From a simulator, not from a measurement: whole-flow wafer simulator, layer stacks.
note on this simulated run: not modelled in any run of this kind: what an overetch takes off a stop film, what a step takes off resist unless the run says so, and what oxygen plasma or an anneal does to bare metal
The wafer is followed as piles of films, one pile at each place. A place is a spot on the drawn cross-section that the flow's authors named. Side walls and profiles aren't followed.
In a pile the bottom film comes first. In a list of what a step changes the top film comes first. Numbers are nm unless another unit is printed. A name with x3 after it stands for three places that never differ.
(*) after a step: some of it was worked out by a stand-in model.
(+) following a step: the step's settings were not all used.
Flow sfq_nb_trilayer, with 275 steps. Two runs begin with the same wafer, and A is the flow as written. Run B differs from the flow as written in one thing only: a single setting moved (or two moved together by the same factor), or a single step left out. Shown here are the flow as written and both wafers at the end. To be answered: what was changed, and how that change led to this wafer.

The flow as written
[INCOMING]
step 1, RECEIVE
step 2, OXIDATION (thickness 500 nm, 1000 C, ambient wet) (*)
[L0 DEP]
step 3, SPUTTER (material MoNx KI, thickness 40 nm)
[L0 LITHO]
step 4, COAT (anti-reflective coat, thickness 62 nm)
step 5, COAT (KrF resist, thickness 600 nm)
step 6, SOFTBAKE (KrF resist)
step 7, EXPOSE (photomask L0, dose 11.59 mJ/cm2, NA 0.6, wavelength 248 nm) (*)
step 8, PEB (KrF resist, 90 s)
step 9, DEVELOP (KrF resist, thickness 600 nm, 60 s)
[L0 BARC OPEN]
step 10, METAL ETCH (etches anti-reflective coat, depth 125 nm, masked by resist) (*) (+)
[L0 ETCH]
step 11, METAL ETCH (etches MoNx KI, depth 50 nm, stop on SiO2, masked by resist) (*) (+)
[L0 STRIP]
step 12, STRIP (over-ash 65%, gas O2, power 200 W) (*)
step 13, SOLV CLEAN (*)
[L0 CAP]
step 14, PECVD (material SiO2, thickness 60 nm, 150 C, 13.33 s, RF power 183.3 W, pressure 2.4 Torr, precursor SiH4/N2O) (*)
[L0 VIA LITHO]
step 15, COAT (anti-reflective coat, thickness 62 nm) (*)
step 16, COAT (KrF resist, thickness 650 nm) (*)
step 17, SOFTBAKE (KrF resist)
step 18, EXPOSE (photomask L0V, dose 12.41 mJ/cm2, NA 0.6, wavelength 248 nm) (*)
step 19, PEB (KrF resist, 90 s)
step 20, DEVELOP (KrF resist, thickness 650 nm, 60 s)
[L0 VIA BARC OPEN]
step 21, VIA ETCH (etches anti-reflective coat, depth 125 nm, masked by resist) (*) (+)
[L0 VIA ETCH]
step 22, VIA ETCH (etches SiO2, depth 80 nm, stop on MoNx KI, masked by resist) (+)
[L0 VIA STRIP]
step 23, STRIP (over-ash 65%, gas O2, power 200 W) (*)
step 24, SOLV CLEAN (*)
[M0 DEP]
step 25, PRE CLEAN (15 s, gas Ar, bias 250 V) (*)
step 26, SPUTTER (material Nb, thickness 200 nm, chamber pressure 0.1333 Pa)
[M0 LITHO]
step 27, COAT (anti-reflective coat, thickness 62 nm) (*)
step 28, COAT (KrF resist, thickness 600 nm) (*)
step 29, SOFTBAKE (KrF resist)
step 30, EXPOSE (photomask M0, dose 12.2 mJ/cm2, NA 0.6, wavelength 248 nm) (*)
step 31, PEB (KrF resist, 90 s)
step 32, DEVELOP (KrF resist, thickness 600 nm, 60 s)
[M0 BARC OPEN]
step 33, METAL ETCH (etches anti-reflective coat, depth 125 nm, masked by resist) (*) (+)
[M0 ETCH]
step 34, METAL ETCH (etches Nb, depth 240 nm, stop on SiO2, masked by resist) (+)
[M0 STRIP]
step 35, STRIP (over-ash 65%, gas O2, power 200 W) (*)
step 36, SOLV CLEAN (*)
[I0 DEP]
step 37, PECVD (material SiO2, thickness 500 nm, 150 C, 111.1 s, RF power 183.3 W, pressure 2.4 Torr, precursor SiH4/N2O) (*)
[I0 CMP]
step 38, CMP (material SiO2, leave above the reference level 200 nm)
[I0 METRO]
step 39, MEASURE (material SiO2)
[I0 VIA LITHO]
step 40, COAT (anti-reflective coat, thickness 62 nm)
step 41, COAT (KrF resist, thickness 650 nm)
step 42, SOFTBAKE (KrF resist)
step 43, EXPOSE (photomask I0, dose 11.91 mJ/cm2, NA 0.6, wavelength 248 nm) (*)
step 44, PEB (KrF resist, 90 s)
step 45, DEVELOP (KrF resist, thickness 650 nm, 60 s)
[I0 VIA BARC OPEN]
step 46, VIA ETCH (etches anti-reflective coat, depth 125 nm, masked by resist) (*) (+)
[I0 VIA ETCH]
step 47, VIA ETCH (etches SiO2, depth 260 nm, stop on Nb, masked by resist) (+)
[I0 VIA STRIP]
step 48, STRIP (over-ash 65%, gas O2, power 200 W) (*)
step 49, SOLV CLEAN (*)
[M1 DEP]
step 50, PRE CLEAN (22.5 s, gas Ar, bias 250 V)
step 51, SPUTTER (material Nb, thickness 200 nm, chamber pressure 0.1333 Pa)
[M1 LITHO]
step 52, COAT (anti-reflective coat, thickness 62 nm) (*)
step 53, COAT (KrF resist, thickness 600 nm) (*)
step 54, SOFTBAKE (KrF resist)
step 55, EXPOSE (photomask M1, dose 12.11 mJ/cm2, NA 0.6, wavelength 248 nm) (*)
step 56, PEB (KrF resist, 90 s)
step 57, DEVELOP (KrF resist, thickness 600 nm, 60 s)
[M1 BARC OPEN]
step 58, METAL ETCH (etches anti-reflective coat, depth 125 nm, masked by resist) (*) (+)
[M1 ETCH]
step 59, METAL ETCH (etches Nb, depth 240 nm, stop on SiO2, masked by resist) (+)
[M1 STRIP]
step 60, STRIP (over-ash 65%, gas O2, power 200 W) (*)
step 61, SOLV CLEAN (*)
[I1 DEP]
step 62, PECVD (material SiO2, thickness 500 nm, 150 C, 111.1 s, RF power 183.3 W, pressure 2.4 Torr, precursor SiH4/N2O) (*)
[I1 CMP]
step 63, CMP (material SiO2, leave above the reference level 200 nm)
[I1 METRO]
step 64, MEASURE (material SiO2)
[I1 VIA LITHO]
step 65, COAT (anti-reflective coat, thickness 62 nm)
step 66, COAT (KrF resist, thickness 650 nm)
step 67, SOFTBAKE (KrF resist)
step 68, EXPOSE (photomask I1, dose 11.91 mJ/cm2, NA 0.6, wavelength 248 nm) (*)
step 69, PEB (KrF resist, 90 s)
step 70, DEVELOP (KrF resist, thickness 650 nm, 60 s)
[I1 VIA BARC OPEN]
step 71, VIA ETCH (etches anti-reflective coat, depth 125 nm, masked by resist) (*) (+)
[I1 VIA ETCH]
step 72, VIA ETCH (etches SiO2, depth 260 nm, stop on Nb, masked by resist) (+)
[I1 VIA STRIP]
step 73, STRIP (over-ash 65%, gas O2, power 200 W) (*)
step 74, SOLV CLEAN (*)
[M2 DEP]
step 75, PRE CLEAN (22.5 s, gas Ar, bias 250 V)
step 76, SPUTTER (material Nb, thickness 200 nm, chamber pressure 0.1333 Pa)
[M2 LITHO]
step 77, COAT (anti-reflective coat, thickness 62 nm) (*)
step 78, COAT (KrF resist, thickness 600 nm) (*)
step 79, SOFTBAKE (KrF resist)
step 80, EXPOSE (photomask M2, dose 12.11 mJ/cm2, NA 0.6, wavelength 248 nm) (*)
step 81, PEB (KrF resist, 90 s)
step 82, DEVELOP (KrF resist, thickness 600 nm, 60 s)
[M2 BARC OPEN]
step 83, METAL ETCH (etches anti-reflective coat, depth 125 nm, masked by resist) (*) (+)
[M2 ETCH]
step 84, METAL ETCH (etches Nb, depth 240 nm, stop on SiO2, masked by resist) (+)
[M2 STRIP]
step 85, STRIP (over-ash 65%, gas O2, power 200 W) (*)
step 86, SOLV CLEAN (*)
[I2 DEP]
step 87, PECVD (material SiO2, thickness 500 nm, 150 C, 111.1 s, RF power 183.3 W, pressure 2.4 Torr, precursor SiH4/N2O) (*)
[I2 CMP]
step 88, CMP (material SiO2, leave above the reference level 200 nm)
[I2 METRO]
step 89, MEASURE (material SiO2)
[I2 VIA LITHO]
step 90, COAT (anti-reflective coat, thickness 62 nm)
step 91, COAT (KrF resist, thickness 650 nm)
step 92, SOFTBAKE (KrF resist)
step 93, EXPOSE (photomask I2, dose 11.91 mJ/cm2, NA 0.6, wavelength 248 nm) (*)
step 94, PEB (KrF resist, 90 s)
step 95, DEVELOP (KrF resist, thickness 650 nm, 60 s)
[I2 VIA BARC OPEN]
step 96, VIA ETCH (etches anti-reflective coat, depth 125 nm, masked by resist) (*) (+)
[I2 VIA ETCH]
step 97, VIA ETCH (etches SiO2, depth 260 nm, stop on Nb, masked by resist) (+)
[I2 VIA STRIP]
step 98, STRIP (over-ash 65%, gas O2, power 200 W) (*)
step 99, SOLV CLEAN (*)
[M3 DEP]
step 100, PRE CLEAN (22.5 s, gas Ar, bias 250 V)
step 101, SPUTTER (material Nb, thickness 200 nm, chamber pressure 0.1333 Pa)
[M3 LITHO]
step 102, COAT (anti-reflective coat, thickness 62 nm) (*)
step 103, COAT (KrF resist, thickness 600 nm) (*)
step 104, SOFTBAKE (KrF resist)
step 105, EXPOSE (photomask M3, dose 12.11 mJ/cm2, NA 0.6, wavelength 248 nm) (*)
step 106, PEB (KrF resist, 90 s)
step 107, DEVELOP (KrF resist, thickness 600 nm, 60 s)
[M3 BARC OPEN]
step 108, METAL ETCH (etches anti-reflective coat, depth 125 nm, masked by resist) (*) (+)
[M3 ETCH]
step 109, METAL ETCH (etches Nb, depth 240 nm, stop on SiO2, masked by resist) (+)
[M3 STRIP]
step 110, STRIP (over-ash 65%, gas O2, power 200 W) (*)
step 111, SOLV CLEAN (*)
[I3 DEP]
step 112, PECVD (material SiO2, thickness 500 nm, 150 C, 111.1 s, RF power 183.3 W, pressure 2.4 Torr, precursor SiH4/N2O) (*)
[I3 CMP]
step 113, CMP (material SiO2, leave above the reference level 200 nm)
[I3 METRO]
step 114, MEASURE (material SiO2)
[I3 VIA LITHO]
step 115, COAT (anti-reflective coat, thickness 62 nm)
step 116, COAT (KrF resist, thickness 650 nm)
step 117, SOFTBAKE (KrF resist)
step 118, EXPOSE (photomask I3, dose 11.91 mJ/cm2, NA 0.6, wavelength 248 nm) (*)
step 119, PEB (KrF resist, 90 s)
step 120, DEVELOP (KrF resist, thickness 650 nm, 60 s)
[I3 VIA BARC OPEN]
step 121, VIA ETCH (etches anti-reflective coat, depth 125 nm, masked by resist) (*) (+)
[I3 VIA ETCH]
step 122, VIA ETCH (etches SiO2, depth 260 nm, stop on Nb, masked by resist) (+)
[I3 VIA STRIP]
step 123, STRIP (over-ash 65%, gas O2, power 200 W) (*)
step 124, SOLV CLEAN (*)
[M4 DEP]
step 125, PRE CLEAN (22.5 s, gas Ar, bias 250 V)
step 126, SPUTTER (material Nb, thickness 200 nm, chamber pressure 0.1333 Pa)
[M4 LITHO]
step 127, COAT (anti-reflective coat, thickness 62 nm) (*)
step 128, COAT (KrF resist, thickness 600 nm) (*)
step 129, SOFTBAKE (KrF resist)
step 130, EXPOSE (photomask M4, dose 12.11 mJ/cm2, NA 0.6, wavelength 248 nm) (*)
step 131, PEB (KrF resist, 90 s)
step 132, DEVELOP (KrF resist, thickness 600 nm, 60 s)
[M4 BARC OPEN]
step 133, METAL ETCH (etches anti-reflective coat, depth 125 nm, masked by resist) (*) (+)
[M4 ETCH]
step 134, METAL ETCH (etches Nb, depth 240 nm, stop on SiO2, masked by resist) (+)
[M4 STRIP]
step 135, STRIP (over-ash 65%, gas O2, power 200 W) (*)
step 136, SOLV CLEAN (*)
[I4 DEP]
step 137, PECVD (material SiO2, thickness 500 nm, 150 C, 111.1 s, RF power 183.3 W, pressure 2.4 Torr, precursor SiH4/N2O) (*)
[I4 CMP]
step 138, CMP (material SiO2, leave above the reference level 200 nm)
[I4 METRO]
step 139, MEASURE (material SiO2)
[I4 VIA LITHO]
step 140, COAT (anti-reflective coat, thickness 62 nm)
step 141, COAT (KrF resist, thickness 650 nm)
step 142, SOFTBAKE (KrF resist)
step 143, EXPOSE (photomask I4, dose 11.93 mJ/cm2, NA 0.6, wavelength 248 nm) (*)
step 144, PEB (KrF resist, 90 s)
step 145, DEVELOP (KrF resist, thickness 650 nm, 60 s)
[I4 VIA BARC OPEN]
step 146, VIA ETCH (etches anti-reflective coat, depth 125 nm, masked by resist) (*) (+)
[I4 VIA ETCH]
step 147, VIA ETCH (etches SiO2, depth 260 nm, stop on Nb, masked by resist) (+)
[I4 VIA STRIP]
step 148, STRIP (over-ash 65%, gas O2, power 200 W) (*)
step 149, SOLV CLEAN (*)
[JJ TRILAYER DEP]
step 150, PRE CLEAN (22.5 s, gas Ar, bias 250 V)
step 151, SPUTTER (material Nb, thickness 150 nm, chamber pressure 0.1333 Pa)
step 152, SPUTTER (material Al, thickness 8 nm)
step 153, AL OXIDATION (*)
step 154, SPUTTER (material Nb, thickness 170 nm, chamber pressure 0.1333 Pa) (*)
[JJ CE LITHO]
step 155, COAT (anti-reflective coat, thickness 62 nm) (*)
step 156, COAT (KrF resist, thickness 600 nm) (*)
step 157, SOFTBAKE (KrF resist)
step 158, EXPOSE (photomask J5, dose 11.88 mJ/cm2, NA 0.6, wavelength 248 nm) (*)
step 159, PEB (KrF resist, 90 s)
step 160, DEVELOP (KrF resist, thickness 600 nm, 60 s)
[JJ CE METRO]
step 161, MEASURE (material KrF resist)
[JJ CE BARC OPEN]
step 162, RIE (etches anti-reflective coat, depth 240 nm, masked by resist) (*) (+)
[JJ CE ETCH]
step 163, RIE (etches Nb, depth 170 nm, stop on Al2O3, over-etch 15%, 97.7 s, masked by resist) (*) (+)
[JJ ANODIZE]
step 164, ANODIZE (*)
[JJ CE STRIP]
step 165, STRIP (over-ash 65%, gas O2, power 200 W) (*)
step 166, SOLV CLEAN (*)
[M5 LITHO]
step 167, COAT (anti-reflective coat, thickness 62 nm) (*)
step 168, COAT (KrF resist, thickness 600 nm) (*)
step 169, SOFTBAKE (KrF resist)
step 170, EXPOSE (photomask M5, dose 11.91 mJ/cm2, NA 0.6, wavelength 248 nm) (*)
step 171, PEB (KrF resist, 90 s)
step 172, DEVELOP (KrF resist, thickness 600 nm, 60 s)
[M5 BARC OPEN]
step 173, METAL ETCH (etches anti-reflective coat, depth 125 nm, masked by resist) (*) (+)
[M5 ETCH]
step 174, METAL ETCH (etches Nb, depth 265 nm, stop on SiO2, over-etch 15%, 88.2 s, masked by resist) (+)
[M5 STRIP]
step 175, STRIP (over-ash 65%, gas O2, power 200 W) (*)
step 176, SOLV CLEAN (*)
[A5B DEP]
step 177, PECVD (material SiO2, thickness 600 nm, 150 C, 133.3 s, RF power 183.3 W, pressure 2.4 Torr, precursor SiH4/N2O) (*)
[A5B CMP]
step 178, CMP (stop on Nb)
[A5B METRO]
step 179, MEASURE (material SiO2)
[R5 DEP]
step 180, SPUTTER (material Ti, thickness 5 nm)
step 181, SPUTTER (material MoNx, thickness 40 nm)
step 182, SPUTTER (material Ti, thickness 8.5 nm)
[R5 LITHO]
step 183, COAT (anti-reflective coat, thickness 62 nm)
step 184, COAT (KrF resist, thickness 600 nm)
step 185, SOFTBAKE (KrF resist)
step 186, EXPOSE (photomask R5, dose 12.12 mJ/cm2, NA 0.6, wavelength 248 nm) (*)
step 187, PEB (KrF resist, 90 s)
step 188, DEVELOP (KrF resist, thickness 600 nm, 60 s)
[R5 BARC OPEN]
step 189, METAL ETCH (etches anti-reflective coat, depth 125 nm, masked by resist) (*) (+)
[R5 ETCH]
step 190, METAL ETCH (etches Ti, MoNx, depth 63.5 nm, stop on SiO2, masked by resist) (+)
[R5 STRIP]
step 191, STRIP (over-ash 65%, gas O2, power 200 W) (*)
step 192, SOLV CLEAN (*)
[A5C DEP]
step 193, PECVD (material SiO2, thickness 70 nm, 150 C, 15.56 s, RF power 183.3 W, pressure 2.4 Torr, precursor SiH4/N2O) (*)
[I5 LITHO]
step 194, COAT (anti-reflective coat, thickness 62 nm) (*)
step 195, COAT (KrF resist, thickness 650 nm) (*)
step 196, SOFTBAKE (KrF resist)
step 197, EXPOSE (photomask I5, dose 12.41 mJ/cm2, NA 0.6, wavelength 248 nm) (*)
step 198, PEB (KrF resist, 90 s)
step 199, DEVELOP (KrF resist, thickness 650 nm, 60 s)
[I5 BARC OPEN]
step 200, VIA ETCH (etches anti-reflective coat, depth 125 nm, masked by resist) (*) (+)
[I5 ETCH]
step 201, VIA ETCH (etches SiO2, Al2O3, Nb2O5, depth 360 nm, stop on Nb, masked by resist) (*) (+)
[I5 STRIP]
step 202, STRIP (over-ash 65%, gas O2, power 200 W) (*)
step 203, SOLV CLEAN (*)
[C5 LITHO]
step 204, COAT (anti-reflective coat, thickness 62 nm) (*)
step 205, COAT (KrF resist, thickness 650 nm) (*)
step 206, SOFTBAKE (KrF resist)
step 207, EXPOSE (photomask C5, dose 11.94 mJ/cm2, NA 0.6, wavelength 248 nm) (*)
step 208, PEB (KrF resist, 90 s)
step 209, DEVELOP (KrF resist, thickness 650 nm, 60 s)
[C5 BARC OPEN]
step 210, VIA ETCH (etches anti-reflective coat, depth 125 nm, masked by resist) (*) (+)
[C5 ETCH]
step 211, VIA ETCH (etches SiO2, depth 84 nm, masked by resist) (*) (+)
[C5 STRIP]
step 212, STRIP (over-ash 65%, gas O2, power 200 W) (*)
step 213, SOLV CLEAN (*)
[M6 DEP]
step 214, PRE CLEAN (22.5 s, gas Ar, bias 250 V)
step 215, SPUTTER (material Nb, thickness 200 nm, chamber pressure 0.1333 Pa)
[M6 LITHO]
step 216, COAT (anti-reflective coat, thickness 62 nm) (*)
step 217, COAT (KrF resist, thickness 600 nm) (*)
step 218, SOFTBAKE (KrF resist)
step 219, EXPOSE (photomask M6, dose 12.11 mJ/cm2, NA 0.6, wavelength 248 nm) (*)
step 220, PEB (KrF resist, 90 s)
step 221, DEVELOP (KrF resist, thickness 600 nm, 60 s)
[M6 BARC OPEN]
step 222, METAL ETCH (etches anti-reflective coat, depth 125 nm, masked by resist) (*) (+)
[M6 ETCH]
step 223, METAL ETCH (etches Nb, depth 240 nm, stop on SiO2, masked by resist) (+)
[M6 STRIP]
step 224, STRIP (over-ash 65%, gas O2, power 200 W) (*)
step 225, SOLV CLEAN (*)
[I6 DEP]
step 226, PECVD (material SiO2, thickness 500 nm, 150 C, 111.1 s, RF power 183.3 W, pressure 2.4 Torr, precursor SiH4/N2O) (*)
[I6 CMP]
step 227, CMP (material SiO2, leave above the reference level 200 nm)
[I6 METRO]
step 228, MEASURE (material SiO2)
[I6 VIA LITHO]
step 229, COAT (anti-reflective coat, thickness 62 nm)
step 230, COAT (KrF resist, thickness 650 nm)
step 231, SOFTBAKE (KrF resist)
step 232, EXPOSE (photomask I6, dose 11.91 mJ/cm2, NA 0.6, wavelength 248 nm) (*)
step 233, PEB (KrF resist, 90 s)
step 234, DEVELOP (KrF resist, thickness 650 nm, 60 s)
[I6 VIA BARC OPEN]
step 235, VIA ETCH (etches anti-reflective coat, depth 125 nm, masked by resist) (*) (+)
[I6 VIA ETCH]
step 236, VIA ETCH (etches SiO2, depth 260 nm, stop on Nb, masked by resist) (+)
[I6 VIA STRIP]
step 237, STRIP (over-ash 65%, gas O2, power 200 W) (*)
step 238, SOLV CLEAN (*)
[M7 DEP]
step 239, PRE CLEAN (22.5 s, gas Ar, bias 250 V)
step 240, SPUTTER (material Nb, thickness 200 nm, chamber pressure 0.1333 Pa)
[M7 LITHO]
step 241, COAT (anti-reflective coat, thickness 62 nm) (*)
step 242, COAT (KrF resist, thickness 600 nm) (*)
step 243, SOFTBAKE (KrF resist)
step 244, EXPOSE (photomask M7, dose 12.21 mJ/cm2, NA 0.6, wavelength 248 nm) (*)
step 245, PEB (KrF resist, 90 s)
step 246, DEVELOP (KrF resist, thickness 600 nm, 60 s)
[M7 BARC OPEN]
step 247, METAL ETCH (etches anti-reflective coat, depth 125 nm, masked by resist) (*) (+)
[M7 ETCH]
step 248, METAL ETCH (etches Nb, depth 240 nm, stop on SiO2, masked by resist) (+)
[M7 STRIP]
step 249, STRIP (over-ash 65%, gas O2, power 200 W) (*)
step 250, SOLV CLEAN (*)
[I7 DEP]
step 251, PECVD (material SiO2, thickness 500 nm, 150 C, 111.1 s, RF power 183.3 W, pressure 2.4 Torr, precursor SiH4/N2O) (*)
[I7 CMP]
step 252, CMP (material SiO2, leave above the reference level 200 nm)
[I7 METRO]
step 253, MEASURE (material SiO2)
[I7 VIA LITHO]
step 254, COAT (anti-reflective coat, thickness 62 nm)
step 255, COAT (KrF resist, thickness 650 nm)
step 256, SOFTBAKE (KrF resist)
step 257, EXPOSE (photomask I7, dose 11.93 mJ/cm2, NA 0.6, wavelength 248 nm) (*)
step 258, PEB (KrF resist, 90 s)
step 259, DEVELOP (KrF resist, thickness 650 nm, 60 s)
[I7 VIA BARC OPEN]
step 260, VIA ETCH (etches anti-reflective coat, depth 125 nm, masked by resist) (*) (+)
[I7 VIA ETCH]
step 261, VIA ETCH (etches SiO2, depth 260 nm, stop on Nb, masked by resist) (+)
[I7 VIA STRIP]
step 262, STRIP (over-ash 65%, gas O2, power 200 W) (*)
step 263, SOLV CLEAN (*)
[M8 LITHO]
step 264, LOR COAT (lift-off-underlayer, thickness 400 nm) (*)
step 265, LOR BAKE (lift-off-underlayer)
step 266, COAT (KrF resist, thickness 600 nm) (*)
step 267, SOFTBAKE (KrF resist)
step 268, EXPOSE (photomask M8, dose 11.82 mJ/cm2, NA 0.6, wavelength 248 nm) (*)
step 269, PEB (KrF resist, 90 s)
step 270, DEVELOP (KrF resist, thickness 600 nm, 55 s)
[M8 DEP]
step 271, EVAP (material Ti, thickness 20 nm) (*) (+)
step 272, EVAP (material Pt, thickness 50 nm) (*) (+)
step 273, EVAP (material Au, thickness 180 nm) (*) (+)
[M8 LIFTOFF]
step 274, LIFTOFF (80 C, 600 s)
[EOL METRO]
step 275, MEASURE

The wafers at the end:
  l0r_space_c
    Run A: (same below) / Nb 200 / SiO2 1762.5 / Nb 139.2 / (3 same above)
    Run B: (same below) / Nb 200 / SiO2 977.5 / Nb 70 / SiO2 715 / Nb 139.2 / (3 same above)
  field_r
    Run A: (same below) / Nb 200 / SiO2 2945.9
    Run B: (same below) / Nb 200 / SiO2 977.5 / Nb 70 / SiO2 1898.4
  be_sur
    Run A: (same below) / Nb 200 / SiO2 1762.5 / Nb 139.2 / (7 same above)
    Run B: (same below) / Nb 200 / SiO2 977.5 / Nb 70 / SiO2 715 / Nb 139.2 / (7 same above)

Cause: step 109, METAL ETCH: depth 130 nm was run, though the flow has depth 240 nm.

The path from the change to this, step by step:
  step 109, METAL ETCH (etches Nb, depth 240 nm, stop on SiO2, masked by resist) (+)
      field_l, be, be_sur and 72 more: A Nb loses 200 (all of it) | B Nb loses 130
      v_sur, via_wl, via_w and 28 more: A KrF resist loses 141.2 | B KrF resist loses 76.5
  step 110, STRIP (over-ash 65%, gas O2, power 200 W) (*)
      p4_w1, p4_w2, p4_w3 and 21 more: A KrF resist loses 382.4 (all of it), anti-reflective coat loses 62 (all of it) | B KrF resist loses 447.1 (all of it), anti-reflective coat loses 62 (all of it)
      via_wl, via_wr: A KrF resist loses 384.2 (all of it), anti-reflective coat loses 34.2 (all of it) | B KrF resist loses 448.9 (all of it), anti-reflective coat loses 34.2 (all of it)
      (also at 5 further places)
  step 112, PECVD (material SiO2, thickness 500 nm, 150 C, 111.1 s, RF power 183.3 W, pressure 2.4 Torr, precursor SiH4/N2O) (*)
      field_l, be, be_sur and 64 more: A SiO2 gains 500 | B SiO2 gains 500 (new film)
      p4_g1, p4_g2, p3_s0, p3_s1, p3_s2, p3_s3, p3_s4, p3_s5: A SiO2 gains 557.1 | B SiO2 gains 500 (new film)
  step 113, CMP (material SiO2, leave above the reference level 200 nm)
      field_l, be, be_sur and 64 more: A SiO2 loses 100 | B SiO2 loses 170
      p4_g1, p4_g2, p3_s0, p3_s1, p3_s2, p3_s3, p3_s4, p3_s5: A SiO2 loses 157.1 | B SiO2 loses 170
With metal films that touch counted as one body, l0r_space_c has 3 bodies (between them, from the top down: SiO2 715; SiO2 977.5); the flow as written gives 2 bodies (between them, from the top down: SiO2 1762.5).
With metal films that touch counted as one body, field_r has 2 bodies (between them, from the top down: SiO2 977.5); the flow as written gives 1 body.
With metal films that touch counted as one body, be_sur has 5 bodies (between them, from the top down: SiO2 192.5; SiO2 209 / Al2O3 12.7 / Nb2O5 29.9; SiO2 715; SiO2 977.5); the flow as written gives 4 bodies (between them, from the top down: SiO2 192.5; SiO2 209 / Al2O3 12.7 / Nb2O5 29.9; SiO2 1762.5).
